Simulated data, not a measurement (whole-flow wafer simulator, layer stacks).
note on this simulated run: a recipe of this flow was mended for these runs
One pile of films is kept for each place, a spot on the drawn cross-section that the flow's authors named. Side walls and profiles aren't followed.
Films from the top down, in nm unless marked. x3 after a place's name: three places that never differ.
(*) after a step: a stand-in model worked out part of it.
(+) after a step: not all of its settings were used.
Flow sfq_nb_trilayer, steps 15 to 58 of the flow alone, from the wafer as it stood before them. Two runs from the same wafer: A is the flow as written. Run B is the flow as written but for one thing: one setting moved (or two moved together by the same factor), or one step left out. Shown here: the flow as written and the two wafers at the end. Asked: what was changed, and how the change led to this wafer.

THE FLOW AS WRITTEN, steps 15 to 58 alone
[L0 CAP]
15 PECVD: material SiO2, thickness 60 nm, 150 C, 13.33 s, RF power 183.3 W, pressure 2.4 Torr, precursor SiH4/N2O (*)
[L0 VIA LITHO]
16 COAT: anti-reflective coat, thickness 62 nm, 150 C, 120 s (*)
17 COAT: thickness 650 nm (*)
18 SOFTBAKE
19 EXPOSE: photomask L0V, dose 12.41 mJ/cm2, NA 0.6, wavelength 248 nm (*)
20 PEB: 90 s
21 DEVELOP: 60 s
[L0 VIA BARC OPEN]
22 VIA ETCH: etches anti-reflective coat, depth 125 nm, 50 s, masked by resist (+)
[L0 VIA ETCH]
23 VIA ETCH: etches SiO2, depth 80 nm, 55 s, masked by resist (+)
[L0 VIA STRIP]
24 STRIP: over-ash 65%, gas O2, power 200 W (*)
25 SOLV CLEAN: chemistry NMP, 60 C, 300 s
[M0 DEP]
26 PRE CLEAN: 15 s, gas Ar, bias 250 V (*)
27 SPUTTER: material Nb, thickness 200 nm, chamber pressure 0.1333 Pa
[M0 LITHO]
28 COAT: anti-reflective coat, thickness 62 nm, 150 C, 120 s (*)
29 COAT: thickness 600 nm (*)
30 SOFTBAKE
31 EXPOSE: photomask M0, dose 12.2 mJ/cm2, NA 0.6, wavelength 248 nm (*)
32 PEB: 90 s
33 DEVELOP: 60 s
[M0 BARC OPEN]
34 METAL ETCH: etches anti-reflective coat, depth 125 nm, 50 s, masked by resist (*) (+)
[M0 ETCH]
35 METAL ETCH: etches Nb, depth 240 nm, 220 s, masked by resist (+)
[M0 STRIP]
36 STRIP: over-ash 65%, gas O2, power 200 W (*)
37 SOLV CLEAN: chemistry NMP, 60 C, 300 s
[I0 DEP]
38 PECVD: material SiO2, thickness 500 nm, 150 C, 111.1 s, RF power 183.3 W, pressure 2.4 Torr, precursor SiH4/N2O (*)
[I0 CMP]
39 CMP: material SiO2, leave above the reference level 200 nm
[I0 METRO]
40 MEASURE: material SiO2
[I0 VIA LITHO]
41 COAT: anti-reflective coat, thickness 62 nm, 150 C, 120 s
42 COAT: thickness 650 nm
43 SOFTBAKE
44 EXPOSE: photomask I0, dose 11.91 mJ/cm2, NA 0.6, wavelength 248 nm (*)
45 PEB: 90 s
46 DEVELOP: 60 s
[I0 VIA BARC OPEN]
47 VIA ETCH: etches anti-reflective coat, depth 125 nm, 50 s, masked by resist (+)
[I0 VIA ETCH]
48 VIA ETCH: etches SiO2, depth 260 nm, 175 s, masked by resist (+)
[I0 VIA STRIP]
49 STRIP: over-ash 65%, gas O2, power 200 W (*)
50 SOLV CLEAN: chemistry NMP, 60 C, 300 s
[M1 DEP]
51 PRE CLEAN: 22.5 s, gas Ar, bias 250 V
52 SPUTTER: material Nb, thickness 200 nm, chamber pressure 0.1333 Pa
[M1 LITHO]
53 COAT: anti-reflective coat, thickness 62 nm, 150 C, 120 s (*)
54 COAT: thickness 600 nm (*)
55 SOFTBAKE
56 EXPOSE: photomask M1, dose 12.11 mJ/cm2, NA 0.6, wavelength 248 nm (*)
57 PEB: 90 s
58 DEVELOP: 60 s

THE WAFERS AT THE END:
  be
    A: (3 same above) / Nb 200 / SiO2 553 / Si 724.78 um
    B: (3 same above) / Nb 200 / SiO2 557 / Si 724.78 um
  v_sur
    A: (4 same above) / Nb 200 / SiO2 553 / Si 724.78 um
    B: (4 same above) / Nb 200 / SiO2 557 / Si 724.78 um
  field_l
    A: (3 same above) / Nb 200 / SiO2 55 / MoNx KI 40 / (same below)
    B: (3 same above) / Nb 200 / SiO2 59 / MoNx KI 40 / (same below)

The cause: step 15, PECVD: pressure 2.14 Torr was run, where the flow has pressure 2.4 Torr.

How the change led to this, step by step:
  15 PECVD: material SiO2, thickness 60 nm, 150 C, 13.33 s, RF power 183.3 W, pressure 2.4 Torr, precursor SiH4/N2O (*)
      v_sur, via_wl, via_w and 97 more: A SiO2 +60 | B SiO2 +64
      field_l, l0_sur, l0v, l0r_line_l, l0r_line_c, l0r_line_r: A SiO2 +60 (new film) | B SiO2 +64 (new film)
  23 VIA ETCH: etches SiO2, depth 80 nm, 55 s, masked by resist (+)
      l0v: A SiO2 -59.7 (all of it), MoNx KI -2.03 | B SiO2 -63.6 (all of it), MoNx KI -1.64
  28 COAT: anti-reflective coat, thickness 62 nm, 150 C, 120 s (*)
      l0_sur: A anti-reflective coat +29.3 (new film) | B anti-reflective coat +28 (new film)
  36 STRIP: over-ash 65%, gas O2, power 200 W (*)
      l0_sur: A KrF-resist-other-grade -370 (all of it), anti-reflective coat -29.3 (all of it) | B KrF-resist-other-grade -370.5 (all of it), anti-reflective coat -28 (all of it)
